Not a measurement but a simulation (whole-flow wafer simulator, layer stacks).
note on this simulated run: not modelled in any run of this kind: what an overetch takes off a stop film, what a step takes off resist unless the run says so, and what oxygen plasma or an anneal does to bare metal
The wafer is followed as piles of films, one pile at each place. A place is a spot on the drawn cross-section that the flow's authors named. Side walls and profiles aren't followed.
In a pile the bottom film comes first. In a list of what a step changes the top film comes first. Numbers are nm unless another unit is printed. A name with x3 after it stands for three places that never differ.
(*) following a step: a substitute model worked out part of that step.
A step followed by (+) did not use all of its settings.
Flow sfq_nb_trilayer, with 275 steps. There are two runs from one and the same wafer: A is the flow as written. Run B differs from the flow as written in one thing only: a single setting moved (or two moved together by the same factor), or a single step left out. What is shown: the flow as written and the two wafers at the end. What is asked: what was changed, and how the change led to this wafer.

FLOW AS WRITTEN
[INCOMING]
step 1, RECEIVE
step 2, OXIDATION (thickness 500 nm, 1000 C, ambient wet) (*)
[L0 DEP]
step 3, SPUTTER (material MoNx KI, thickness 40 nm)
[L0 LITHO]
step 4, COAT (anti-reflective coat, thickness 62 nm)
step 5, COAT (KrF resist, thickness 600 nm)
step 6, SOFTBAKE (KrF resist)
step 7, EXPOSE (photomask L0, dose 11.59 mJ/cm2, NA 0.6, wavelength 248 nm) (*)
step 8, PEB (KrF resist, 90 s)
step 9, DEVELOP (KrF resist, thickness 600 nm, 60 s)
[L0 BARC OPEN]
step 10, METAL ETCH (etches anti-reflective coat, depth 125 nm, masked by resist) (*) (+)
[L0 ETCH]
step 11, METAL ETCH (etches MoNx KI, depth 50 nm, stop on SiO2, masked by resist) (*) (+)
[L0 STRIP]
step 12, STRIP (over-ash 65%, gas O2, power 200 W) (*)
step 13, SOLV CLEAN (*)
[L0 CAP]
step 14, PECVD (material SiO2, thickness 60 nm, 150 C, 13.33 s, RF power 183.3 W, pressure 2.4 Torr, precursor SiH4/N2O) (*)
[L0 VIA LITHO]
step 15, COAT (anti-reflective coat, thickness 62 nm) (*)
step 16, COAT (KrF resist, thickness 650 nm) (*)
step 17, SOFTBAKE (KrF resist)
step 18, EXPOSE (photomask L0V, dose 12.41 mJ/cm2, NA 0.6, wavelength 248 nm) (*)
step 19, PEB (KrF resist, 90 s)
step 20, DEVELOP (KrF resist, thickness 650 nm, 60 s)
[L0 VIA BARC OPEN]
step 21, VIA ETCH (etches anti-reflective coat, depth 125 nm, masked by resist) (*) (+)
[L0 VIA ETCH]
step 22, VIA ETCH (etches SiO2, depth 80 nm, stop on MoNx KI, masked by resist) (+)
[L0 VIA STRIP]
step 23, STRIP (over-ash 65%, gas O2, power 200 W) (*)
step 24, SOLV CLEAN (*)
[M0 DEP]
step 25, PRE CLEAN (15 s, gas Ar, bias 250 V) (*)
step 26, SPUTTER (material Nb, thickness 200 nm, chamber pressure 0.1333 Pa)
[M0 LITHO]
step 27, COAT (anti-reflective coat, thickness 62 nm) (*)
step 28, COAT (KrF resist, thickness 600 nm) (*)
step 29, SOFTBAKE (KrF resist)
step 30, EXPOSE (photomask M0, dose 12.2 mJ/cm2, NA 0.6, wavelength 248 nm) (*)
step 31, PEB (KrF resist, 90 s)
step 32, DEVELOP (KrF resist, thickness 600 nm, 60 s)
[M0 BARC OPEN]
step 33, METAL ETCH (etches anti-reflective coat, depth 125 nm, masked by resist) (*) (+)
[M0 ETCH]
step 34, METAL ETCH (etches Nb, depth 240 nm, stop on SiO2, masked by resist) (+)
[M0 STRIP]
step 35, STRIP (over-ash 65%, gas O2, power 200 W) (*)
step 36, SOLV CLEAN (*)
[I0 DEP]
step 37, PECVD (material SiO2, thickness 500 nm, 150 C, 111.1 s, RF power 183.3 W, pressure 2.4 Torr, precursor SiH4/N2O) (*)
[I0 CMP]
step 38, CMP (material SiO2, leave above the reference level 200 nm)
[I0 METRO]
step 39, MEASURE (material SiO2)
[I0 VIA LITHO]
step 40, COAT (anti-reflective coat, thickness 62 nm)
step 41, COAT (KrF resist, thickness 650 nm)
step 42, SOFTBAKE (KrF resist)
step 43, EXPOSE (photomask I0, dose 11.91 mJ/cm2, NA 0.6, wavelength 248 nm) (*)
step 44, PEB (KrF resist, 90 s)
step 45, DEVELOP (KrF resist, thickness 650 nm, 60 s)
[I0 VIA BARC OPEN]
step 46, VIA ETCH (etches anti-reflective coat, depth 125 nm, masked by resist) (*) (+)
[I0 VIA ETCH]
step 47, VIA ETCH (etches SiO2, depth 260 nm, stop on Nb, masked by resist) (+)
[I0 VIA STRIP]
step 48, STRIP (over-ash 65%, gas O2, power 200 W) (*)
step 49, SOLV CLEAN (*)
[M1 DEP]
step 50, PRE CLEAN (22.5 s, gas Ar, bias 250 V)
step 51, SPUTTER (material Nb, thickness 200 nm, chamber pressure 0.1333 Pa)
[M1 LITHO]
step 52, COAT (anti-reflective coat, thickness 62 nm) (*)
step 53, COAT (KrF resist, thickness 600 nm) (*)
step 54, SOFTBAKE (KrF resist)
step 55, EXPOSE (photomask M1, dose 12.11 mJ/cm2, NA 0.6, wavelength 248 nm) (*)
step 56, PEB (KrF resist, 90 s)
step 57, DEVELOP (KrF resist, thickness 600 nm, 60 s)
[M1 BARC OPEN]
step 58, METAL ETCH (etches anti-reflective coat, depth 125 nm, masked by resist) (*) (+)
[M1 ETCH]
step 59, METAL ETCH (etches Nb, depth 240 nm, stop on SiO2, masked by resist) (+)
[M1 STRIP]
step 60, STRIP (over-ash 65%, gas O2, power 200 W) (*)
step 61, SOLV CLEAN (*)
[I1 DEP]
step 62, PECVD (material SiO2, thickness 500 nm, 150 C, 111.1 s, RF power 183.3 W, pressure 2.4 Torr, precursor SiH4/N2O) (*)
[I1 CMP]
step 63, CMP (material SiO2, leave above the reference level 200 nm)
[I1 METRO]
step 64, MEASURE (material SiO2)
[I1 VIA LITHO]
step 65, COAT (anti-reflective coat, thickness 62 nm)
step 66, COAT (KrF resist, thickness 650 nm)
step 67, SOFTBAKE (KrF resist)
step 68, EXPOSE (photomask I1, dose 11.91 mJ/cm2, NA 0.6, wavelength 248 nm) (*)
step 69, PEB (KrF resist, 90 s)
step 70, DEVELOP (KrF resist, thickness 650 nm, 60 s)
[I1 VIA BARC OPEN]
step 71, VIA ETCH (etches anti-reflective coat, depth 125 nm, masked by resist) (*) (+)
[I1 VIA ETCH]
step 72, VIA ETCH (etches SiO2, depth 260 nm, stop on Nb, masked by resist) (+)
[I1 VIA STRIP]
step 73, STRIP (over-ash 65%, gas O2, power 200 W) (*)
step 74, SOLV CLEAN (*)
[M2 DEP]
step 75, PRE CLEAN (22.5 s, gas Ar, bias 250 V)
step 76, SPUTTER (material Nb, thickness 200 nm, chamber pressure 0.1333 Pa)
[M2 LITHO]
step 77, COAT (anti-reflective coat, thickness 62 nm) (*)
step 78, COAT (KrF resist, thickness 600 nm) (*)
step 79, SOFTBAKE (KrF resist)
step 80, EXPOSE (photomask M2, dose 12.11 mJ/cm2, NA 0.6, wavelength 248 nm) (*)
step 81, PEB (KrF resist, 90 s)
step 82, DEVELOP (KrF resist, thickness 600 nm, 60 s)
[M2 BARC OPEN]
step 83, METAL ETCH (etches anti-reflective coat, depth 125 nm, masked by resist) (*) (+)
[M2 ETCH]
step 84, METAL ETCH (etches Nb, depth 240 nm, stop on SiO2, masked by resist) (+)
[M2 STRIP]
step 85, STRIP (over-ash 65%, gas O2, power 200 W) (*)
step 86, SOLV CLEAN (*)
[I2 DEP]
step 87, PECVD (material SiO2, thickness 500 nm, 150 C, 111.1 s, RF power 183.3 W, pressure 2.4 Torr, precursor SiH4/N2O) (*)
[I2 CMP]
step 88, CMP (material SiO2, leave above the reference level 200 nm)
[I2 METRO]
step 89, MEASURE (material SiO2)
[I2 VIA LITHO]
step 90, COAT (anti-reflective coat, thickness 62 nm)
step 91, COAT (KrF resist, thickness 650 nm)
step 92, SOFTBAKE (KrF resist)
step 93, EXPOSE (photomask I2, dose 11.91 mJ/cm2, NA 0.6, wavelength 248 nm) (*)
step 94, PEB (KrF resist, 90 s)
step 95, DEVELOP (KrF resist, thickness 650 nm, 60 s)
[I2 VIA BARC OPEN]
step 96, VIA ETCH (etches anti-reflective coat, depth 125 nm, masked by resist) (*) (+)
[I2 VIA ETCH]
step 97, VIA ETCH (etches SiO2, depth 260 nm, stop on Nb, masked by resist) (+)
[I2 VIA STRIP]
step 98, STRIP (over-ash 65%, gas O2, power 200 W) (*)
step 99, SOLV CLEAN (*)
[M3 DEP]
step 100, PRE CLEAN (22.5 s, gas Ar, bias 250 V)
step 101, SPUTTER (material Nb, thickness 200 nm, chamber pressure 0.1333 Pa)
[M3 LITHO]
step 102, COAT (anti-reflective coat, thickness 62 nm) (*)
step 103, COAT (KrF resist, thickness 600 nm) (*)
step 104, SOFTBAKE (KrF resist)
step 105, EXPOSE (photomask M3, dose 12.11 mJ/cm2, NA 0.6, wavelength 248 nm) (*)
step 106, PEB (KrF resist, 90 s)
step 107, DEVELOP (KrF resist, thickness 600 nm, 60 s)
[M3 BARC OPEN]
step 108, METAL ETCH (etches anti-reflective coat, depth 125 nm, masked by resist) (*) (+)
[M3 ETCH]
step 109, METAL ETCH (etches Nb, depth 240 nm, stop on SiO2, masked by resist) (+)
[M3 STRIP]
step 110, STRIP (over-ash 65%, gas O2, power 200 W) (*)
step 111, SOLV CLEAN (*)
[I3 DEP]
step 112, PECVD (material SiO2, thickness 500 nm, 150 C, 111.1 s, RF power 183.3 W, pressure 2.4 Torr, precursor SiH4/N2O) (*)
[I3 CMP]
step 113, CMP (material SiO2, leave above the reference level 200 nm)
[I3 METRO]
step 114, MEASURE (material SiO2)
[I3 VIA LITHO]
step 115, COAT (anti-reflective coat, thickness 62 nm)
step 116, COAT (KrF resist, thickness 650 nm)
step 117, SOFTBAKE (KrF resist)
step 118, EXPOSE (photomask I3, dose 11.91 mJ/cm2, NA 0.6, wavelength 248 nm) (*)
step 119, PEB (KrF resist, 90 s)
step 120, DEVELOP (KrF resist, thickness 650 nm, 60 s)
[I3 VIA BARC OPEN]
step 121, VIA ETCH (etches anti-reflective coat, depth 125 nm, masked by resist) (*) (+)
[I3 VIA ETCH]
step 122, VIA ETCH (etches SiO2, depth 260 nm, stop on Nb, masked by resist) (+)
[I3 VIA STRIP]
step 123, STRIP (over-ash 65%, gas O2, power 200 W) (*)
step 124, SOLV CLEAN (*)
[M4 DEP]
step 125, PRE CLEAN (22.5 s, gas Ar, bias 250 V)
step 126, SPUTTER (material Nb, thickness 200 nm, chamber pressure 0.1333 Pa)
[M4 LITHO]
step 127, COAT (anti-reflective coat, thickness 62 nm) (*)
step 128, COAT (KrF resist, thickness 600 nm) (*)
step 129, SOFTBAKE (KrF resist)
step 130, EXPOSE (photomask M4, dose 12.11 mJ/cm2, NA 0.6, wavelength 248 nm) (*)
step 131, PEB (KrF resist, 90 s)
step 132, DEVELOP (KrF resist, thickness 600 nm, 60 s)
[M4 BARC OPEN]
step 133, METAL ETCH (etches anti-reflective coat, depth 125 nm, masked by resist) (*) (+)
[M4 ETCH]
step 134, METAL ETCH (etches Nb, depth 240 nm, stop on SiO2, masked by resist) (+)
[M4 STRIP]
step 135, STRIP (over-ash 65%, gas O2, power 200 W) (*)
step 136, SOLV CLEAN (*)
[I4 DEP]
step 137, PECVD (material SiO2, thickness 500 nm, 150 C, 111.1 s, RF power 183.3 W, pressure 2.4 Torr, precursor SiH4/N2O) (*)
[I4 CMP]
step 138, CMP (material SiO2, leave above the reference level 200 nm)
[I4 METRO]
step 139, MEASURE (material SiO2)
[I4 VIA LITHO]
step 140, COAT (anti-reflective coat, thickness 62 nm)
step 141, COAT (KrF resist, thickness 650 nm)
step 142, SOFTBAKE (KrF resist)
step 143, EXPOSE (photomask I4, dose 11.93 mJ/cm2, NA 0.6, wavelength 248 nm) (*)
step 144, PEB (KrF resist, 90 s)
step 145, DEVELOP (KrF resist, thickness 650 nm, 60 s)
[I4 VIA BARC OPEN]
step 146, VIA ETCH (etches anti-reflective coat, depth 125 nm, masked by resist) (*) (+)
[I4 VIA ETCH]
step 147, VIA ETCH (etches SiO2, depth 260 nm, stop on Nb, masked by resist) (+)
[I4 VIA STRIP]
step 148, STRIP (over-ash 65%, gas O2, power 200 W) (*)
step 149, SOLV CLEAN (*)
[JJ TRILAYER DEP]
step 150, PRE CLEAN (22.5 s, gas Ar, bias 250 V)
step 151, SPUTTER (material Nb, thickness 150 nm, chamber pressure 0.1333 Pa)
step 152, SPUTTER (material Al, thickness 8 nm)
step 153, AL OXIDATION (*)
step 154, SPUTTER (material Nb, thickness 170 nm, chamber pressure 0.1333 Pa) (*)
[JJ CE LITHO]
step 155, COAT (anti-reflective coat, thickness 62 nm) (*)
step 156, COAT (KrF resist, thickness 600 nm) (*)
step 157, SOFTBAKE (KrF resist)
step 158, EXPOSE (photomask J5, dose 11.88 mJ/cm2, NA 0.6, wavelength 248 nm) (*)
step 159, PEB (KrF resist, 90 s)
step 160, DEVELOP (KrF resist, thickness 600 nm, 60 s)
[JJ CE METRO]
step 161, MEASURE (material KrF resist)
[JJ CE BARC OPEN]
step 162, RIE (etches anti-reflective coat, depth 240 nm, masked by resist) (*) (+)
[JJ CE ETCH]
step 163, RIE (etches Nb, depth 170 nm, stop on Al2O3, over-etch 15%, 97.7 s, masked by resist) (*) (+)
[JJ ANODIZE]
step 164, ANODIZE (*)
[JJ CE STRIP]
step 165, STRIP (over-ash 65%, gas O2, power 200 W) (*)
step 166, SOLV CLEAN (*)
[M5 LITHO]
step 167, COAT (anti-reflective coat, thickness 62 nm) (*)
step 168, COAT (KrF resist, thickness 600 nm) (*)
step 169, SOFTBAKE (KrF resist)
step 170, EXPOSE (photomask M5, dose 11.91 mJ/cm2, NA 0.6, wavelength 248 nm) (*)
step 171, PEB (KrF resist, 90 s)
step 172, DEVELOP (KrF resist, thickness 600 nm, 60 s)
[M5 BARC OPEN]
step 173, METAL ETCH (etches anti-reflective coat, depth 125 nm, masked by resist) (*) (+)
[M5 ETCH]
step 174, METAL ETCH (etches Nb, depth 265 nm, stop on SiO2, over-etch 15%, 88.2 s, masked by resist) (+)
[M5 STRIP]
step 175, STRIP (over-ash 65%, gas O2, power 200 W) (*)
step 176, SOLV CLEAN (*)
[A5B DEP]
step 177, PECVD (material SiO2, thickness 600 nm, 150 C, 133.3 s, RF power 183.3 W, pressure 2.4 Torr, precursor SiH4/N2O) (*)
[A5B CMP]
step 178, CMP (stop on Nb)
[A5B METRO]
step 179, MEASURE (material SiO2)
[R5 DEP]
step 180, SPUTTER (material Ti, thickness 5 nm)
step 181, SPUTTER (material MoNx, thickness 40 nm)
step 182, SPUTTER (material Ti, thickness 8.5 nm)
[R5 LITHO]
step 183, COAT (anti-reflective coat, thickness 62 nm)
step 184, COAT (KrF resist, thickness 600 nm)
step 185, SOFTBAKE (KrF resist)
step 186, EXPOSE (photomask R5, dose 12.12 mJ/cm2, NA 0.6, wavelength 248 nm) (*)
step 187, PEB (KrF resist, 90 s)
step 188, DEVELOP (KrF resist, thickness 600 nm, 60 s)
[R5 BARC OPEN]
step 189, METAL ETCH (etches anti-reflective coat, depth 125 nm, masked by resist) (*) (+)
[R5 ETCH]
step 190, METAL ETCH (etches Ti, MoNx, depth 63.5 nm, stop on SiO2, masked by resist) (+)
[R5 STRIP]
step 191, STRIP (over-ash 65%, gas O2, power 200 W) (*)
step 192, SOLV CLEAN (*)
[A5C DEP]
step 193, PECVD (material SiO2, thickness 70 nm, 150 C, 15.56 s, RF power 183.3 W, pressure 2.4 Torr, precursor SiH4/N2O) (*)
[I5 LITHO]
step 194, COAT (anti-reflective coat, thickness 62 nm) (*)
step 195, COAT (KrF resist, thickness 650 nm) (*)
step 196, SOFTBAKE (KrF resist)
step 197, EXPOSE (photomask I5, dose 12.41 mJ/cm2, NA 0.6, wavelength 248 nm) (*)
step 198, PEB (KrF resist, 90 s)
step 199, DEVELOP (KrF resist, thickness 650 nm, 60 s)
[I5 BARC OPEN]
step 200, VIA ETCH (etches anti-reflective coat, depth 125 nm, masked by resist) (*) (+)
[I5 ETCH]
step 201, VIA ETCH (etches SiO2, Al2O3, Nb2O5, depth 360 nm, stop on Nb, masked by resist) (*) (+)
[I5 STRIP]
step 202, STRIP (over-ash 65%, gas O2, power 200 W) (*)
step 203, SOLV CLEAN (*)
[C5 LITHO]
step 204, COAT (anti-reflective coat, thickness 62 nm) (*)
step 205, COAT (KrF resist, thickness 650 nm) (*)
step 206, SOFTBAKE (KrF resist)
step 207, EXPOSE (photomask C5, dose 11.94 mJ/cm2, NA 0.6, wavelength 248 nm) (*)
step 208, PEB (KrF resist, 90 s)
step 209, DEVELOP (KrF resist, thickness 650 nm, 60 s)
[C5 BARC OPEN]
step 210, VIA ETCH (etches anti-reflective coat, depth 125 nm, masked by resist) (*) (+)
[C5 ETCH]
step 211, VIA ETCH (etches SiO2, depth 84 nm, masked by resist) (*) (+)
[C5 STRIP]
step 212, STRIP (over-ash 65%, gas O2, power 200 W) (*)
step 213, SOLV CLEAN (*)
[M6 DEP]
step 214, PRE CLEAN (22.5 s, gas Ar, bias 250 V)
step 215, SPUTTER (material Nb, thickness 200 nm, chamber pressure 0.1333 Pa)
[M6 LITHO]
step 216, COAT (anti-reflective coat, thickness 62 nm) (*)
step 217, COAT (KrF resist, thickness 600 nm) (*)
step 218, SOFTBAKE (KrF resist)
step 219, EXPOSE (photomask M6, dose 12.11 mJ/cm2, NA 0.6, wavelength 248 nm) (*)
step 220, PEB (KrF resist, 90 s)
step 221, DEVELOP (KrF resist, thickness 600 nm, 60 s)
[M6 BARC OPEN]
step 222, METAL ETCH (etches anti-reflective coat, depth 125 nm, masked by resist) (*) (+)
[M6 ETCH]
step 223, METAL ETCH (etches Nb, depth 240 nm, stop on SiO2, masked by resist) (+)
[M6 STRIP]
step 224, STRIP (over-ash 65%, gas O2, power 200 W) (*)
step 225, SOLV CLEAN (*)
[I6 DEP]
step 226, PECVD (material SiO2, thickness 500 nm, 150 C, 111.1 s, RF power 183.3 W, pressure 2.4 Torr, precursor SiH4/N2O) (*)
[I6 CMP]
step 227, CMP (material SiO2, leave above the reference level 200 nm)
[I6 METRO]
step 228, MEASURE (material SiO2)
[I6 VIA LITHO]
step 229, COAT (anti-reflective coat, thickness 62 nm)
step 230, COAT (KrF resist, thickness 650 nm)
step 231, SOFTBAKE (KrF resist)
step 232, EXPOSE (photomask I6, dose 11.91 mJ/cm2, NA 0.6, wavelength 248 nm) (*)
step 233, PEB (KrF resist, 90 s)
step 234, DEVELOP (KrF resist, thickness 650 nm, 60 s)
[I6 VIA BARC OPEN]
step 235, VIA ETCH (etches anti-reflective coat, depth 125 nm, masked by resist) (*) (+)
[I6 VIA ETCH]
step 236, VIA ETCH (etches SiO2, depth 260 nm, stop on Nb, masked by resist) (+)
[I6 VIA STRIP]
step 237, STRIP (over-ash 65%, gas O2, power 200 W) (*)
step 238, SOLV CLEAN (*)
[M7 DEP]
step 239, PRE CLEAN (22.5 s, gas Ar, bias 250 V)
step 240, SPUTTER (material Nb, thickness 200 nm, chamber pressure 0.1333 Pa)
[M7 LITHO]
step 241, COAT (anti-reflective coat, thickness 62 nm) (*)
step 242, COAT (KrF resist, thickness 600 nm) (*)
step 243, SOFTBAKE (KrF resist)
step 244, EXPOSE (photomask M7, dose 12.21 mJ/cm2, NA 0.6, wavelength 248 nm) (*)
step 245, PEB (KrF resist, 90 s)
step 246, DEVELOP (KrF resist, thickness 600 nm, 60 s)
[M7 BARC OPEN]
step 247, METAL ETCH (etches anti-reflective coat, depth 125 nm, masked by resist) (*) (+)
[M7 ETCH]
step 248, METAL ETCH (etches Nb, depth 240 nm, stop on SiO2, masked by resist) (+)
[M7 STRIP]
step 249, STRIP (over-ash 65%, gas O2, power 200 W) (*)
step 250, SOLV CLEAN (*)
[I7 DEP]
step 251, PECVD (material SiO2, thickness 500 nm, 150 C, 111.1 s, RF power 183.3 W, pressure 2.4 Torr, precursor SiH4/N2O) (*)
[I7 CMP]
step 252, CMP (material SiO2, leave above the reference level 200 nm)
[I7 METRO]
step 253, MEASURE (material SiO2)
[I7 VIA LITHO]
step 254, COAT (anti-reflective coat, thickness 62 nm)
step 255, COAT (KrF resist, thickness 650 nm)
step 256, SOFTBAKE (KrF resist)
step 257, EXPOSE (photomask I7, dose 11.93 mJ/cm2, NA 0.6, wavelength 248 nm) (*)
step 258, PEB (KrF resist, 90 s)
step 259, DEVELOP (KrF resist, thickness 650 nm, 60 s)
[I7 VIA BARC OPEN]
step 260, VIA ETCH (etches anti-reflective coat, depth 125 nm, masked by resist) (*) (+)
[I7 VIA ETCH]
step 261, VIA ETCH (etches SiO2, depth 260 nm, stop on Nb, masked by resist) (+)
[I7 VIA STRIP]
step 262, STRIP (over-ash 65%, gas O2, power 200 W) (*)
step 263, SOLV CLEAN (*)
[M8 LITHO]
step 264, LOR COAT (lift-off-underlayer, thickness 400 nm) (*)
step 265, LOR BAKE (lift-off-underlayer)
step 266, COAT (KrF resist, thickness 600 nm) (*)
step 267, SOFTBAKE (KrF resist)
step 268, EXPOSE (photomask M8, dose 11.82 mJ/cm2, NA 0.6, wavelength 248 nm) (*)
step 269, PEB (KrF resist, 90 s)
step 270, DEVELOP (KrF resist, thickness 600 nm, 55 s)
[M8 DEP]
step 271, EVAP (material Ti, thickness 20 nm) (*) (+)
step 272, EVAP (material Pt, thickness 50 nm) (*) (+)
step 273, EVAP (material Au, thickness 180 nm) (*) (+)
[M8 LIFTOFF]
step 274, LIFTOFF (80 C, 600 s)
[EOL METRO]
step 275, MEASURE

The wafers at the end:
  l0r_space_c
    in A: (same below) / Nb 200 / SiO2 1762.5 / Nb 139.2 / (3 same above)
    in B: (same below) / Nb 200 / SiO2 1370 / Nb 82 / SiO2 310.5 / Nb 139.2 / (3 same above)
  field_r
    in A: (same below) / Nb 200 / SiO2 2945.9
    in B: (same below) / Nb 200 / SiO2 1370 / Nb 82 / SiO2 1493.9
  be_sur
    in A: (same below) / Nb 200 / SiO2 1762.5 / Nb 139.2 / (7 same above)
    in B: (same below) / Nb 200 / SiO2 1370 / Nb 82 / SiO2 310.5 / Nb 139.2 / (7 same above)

Cause: step 134, METAL ETCH: depth 118 nm was run, though the flow has depth 240 nm.

Step by step, how the change led to this:
  step 134, METAL ETCH (etches Nb, depth 240 nm, stop on SiO2, masked by resist) (+)
      field_l, be, be_sur and 64 more: A -200 Nb (all of it) | B -118 Nb
      v_sur, via_wl, via_w and 36 more: A -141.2 KrF resist | B -69.4 KrF resist
  step 135, STRIP (over-ash 65%, gas O2, power 200 W) (*)
      p4_fl, p4_fm, p4_w1 and 26 more: A -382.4 KrF resist (all of it), -62 anti-reflective coat (all of it) | B -454.1 KrF resist (all of it), -62 anti-reflective coat (all of it)
      ln_m5, lsp_m, ln_m6: A -381.9 KrF resist (all of it), -61.8 anti-reflective coat (all of it) | B -453.7 KrF resist (all of it), -61.8 anti-reflective coat (all of it)
      (also at 7 further places)
  step 137, PECVD (material SiO2, thickness 500 nm, 150 C, 111.1 s, RF power 183.3 W, pressure 2.4 Torr, precursor SiH4/N2O) (*)
      field_l, be, be_sur and 55 more: A +500 SiO2 | B +500 SiO2 (new film)
      p3_s0, p3_s1, p3_s2, p3_s3, p3_s4, p3_s5: A +557.1 SiO2 | B +500 SiO2 (new film)
      (also at 3 further places)
  step 138, CMP (material SiO2, leave above the reference level 200 nm)
      field_l, be, be_sur and 55 more: A -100 SiO2 | B -182 SiO2
      p3_s0, p3_s1, p3_s2, p3_s3, p3_s4, p3_s5: A -157.1 SiO2 | B -182 SiO2
      (also at 3 further places)
Taking metal films that touch as one body, l0r_space_c has 3 bodies (between them, from the top down: SiO2 310.5; SiO2 1370); the flow as written gives 2 bodies (between them, from the top down: SiO2 1762.5).
Taking metal films that touch as one body, field_r has 2 bodies (between them, from the top down: SiO2 1370); the flow as written gives 1 body.
Taking metal films that touch as one body, be_sur has 5 bodies (between them, from the top down: SiO2 192.5; SiO2 209 / Al2O3 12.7 / Nb2O5 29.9; SiO2 310.5; SiO2 1370); the flow as written gives 4 bodies (between them, from the top down: SiO2 192.5; SiO2 209 / Al2O3 12.7 / Nb2O5 29.9; SiO2 1762.5).
